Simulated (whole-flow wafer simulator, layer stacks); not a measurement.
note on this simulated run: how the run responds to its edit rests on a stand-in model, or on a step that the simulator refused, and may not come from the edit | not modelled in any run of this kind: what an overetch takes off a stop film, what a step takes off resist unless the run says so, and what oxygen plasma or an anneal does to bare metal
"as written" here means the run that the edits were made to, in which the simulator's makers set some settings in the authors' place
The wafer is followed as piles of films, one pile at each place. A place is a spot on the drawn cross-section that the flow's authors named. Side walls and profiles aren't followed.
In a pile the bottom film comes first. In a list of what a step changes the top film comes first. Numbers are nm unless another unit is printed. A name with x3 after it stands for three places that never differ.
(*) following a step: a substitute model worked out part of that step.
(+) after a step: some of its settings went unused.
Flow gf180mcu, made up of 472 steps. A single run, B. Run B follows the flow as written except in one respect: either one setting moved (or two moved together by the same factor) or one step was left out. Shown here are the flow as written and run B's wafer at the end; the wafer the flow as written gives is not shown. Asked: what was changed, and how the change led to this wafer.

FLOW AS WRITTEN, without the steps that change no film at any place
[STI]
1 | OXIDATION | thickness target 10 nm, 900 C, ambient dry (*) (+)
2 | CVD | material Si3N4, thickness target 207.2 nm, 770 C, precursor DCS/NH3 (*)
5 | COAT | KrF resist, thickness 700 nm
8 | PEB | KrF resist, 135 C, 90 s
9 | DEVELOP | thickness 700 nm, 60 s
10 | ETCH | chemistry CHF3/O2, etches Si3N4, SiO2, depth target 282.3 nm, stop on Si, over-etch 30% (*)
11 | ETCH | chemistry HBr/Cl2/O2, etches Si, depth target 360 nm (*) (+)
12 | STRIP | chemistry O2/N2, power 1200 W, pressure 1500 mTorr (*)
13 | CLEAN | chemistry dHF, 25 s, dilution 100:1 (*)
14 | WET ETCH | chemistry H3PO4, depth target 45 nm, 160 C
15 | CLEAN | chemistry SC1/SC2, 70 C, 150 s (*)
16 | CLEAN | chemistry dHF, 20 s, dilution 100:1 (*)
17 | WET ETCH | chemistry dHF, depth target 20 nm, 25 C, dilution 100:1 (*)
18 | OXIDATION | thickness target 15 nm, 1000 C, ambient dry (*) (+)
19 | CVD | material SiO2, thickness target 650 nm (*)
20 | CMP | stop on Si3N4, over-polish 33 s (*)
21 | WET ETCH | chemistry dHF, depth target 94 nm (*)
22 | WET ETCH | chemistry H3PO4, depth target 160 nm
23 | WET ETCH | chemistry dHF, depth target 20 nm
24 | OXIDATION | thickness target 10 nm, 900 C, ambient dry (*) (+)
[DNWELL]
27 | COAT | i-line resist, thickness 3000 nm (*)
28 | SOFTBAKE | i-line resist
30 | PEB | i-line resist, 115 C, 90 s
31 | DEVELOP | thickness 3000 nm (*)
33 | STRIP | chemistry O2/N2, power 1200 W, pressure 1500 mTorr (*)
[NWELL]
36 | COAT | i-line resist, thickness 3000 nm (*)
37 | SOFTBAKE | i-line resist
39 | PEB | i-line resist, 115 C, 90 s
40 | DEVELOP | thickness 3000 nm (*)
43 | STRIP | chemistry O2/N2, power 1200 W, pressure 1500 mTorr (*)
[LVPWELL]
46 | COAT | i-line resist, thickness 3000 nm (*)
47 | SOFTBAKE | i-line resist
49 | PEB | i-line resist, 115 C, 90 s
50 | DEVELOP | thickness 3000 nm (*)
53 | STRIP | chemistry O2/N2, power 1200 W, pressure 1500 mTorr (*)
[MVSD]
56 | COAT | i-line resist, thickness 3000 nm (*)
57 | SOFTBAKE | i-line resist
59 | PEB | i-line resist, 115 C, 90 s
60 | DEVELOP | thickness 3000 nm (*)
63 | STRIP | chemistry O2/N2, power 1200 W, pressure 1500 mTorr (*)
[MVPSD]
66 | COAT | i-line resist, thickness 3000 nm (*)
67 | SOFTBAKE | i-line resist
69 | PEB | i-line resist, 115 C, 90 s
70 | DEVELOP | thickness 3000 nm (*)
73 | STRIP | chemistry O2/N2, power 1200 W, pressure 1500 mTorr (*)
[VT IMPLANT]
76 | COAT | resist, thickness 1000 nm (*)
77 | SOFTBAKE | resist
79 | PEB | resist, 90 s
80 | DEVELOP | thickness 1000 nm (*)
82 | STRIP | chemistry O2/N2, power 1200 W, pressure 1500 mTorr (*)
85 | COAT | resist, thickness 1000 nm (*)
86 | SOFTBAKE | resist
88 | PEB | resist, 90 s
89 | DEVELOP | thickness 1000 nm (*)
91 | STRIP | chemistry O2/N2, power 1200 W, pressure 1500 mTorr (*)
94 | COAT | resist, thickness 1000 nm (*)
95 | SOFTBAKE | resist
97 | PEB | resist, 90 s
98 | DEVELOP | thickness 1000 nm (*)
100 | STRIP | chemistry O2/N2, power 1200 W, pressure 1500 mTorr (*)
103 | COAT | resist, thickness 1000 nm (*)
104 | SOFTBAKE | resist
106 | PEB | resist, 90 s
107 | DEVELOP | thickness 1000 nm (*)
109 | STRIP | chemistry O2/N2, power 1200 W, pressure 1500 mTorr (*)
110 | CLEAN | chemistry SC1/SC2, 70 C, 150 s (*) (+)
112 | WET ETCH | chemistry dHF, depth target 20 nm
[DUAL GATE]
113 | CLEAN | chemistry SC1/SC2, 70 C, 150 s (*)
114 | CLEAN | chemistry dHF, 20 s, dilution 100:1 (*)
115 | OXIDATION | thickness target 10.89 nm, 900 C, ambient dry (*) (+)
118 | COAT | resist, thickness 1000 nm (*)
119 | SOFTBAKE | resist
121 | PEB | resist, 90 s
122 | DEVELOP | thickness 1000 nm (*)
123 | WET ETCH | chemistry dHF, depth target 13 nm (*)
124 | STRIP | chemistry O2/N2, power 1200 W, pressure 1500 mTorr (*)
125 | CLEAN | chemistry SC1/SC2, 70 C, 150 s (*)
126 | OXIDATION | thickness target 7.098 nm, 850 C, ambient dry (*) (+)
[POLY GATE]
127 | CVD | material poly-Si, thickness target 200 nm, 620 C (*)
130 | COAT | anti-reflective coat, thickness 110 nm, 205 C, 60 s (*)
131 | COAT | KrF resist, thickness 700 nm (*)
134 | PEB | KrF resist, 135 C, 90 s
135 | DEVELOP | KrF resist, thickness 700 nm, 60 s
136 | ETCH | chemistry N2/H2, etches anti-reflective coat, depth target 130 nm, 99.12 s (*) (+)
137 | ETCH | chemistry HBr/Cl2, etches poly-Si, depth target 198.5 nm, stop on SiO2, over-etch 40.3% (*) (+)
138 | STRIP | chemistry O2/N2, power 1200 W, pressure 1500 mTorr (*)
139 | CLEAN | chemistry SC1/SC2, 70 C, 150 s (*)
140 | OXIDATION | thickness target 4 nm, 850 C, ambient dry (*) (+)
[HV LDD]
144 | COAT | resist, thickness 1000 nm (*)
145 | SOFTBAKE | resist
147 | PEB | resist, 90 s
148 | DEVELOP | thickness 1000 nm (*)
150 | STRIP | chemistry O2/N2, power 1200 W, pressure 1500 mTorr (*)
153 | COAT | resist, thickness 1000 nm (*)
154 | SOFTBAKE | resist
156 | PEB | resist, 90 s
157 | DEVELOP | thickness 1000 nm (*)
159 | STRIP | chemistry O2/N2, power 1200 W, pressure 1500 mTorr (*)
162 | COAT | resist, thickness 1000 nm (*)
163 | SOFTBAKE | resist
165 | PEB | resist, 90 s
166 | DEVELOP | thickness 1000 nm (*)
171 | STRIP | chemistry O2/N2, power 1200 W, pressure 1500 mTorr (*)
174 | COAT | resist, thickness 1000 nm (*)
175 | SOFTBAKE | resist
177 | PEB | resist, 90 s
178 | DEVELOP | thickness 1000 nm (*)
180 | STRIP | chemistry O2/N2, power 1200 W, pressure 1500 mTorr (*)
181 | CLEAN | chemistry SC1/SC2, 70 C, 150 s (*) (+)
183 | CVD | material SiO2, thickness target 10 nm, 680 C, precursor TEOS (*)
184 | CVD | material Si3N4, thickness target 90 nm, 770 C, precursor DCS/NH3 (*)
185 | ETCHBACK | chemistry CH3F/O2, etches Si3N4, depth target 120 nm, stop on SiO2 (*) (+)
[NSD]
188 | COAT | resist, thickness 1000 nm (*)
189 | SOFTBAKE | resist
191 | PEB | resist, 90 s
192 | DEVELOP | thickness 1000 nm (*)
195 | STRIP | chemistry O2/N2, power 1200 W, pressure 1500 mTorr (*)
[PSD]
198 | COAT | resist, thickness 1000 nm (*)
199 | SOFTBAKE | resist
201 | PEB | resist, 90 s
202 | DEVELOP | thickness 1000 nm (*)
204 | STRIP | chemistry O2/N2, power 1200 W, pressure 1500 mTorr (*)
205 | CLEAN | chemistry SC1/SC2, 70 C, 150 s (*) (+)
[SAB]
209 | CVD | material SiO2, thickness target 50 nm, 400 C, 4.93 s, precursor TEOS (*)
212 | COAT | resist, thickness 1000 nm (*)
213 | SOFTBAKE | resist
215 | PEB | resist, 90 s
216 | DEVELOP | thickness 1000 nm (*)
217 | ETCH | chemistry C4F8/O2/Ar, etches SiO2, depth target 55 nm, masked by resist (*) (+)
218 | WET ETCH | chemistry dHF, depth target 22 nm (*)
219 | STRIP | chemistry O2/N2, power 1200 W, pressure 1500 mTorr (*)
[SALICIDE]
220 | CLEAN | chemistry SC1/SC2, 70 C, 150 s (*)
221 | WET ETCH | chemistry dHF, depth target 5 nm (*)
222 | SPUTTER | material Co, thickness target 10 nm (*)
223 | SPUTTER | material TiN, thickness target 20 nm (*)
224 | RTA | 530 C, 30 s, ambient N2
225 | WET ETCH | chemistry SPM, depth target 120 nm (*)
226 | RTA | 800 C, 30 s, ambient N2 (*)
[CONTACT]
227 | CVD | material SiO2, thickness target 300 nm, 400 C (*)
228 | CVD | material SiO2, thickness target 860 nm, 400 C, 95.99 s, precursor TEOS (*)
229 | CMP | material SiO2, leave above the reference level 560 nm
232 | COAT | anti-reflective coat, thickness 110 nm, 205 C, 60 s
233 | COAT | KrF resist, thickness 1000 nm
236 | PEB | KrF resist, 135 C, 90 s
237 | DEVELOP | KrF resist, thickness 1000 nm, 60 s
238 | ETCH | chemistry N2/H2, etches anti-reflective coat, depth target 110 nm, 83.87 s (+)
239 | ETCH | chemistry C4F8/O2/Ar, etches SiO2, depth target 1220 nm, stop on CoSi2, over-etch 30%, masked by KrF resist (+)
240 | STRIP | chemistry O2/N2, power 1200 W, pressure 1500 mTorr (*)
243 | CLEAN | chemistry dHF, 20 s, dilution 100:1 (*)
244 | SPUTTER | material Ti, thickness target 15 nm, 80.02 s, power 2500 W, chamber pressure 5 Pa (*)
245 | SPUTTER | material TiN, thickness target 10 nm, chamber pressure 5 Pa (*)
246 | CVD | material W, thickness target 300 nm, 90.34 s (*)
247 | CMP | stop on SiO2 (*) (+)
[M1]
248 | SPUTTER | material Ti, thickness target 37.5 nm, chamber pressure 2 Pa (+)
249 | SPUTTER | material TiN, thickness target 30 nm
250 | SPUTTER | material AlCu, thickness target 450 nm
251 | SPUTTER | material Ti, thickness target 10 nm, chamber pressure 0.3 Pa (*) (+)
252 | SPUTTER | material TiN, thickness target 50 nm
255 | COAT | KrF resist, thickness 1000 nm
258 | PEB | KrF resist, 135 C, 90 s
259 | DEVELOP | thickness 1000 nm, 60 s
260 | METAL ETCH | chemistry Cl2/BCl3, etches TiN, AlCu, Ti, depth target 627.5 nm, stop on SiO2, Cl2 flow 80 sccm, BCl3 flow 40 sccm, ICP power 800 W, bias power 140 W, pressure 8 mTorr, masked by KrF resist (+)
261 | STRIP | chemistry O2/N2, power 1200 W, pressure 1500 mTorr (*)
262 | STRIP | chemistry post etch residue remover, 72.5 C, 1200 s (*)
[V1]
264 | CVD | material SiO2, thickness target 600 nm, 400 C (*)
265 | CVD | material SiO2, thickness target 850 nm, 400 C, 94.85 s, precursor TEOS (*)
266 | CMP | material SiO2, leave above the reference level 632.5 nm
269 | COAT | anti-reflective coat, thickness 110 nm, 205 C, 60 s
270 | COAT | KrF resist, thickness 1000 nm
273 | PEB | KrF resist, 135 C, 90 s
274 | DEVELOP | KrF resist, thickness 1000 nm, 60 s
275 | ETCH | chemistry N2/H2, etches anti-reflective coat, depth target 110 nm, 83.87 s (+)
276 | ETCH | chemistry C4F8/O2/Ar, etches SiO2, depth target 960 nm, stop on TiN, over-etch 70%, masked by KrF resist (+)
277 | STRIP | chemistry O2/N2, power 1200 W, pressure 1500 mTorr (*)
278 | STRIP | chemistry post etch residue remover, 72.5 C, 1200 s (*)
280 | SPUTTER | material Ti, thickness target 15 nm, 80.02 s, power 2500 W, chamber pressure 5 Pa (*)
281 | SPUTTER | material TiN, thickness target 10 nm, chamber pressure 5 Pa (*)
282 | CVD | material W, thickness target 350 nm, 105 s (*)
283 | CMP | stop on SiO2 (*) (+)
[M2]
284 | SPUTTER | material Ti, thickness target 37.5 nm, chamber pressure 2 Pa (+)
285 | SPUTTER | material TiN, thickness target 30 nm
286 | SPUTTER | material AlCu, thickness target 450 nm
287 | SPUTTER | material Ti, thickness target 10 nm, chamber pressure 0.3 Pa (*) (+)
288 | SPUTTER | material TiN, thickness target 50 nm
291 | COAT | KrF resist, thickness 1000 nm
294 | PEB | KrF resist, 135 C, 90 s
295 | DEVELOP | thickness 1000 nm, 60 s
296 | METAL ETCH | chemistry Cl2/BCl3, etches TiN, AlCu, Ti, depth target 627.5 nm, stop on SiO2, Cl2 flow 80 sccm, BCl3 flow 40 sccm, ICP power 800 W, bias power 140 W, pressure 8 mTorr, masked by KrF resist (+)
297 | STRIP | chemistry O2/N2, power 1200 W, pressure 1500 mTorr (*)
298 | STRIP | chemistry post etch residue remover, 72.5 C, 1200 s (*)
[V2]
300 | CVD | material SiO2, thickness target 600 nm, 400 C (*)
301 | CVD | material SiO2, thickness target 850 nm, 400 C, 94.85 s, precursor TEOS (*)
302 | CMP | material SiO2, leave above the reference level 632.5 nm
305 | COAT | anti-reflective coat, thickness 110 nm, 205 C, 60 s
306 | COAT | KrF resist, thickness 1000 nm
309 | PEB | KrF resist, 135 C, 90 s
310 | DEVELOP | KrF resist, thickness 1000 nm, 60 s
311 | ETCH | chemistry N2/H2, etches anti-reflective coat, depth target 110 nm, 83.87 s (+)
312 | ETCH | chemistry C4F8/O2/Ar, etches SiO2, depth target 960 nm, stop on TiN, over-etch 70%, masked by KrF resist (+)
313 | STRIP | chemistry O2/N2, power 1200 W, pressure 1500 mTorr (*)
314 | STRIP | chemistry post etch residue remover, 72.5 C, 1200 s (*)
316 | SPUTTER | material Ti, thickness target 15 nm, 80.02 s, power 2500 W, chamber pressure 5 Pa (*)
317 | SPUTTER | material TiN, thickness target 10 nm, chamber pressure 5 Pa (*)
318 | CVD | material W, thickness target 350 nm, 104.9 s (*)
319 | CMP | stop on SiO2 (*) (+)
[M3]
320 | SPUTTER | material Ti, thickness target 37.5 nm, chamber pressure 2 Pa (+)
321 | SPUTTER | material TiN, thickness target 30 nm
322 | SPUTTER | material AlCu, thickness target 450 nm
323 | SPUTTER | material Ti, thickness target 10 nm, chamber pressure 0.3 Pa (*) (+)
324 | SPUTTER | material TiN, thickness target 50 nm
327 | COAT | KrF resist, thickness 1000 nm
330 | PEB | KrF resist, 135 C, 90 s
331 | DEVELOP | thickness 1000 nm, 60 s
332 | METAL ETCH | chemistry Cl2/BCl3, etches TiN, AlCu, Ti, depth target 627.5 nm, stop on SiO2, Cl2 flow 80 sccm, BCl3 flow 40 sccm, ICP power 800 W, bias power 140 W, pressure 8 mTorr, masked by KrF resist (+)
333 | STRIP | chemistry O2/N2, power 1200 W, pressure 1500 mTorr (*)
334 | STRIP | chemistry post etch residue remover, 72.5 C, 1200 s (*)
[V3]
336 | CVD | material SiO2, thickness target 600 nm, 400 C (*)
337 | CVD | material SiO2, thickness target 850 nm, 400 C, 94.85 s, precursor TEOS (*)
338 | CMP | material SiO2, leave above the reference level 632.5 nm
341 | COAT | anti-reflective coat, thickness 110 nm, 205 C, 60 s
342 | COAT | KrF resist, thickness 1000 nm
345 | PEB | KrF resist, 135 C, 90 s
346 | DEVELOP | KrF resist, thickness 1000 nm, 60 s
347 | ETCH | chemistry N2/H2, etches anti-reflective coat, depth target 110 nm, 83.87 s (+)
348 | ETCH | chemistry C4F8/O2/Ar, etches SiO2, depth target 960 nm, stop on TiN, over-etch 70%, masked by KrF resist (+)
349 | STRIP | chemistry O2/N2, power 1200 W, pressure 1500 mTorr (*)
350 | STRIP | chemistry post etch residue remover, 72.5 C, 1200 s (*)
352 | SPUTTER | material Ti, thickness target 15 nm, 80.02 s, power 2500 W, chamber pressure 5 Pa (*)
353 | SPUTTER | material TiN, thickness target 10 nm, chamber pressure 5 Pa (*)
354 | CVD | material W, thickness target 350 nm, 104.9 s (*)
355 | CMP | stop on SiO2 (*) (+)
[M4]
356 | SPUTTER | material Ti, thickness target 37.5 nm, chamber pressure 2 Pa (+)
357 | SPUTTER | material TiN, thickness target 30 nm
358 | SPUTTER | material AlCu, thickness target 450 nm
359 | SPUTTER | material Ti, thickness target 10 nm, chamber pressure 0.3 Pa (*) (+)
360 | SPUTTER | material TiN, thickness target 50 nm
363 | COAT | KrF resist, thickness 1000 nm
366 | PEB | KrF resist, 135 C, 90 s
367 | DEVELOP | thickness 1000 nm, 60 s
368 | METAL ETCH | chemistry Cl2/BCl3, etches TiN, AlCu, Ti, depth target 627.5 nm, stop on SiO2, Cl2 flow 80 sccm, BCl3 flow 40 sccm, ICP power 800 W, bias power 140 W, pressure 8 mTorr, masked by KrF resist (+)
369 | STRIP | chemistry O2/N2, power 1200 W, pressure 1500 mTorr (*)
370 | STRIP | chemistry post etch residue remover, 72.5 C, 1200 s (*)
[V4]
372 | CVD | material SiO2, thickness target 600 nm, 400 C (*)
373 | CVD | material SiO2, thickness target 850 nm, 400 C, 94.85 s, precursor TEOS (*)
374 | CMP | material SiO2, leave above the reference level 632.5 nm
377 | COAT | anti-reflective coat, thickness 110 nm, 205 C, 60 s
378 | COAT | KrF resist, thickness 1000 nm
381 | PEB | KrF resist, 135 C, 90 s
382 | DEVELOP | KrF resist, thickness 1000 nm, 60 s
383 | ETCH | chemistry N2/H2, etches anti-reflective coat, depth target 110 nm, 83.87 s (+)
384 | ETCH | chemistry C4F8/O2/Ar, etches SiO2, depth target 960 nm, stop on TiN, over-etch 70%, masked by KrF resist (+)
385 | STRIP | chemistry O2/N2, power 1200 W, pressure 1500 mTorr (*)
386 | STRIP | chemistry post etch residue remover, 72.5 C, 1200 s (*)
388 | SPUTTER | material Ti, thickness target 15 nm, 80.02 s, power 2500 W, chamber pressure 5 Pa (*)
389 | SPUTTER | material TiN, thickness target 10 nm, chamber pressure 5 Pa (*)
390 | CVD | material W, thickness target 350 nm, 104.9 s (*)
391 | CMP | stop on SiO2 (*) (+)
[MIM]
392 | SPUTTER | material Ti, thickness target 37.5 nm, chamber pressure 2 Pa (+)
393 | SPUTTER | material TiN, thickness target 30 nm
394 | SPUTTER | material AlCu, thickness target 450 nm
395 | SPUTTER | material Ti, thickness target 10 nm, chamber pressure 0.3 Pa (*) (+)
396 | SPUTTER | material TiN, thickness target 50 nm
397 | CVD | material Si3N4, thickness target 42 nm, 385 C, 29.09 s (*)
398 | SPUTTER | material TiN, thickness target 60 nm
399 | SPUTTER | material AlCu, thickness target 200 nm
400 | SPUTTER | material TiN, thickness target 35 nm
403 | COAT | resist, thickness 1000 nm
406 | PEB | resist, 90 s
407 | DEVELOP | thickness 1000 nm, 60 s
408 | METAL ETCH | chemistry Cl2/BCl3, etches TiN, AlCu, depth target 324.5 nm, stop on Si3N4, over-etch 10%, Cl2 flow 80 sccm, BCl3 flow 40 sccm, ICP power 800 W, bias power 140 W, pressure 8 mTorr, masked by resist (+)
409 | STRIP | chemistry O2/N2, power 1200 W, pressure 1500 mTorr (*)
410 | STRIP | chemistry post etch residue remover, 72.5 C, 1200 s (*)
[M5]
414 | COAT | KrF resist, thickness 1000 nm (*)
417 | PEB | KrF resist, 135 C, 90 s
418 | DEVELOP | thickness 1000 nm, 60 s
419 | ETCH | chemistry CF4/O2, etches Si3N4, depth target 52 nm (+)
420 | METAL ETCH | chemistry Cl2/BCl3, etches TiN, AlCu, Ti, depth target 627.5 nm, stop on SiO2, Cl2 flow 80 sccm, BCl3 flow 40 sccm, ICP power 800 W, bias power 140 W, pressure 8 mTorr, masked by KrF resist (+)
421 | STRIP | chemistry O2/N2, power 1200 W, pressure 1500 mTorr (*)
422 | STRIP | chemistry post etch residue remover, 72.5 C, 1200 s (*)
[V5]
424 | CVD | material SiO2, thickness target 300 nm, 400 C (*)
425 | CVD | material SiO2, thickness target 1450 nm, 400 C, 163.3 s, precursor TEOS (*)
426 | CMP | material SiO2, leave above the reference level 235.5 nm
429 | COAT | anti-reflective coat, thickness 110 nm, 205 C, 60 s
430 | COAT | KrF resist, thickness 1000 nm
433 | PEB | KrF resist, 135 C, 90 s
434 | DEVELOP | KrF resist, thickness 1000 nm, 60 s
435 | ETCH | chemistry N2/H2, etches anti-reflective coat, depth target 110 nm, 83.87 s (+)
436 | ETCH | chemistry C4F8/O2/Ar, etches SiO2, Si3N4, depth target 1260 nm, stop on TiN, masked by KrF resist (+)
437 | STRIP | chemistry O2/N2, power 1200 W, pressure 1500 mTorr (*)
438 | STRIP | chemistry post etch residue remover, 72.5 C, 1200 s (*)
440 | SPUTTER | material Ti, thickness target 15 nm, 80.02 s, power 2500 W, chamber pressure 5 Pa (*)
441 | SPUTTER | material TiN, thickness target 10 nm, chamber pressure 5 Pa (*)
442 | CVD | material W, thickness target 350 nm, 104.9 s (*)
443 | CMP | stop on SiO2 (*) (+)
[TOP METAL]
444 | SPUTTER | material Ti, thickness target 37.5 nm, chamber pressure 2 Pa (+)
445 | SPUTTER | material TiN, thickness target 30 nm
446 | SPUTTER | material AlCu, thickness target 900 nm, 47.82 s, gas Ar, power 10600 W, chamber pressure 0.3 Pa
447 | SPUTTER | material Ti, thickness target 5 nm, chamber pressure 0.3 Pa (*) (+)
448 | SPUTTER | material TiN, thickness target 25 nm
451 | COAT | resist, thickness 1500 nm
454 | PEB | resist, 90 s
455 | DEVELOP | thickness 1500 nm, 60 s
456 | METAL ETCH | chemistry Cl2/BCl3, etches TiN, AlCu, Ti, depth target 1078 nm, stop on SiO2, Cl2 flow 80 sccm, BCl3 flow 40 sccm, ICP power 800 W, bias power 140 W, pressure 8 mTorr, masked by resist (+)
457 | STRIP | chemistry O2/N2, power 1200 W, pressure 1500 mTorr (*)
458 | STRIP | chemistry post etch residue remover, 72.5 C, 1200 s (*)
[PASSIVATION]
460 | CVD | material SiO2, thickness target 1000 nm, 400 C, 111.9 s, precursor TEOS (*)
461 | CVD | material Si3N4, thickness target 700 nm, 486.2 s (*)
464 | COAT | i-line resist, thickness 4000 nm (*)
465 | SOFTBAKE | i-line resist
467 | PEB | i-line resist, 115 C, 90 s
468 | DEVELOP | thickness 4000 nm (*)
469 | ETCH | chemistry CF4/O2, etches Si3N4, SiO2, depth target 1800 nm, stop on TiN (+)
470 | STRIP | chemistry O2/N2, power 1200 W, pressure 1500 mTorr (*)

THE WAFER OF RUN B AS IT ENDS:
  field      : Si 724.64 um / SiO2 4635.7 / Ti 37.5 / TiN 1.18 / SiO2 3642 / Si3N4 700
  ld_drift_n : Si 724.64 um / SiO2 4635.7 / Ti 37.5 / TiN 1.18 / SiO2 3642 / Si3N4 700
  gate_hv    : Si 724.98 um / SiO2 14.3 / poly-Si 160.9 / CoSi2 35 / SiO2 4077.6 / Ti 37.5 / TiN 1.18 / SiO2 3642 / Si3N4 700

Cause: step 358, SPUTTER: thickness target 539.1 nm was run, while the flow as written has thickness target 450 nm.

Step by step, how the change led to this:
  358 | SPUTTER | material AlCu, thickness target 450 nm
      field, field__w1, field__w2 and 108 more: AlCu gains 539.1 (new film) (in the flow as written it would be: AlCu gains 450 (new film))
  368 | METAL ETCH | chemistry Cl2/BCl3, etches TiN, AlCu, Ti, depth target 627.5 nm, stop on SiO2, Cl2 flow 80 sccm, BCl3 flow 40 sccm, ICP power 800 W, bias power 140 W, pressure 8 mTorr, masked by KrF resist (+)
      field, field__w1, field__w2 and 103 more: TiN loses 50 (all of it), Ti loses 10 (all of it), AlCu loses 539.1 (all of it), TiN loses 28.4 (in the flow as written it would be: TiN loses 50 (all of it), Ti loses 10 (all of it), AlCu loses 450 (all of it), TiN loses 30 (all of it), Ti loses 37.5 (all of it))
  372 | CVD | material SiO2, thickness target 600 nm, 400 C (*)
      field, field__w1, field__w2 and 103 more: SiO2 gains 600 (new film) (in the flow as written it would be: SiO2 gains 600)
  374 | CMP | material SiO2, leave above the reference level 632.5 nm
      field, field__w1, field__w2 and 103 more: SiO2 loses 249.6 (in the flow as written it would be: SiO2 loses 300)
With metal films that touch counted as one body, field has 1 body; the flow as written gives 0 bodies.
With metal films that touch counted as one body, ld_drift_n has 1 body; the flow as written gives 0 bodies.
With metal films that touch counted as one body, gate_hv has 2 bodies (between them, from the top down: SiO2 4077.6); the flow as written gives 1 body.
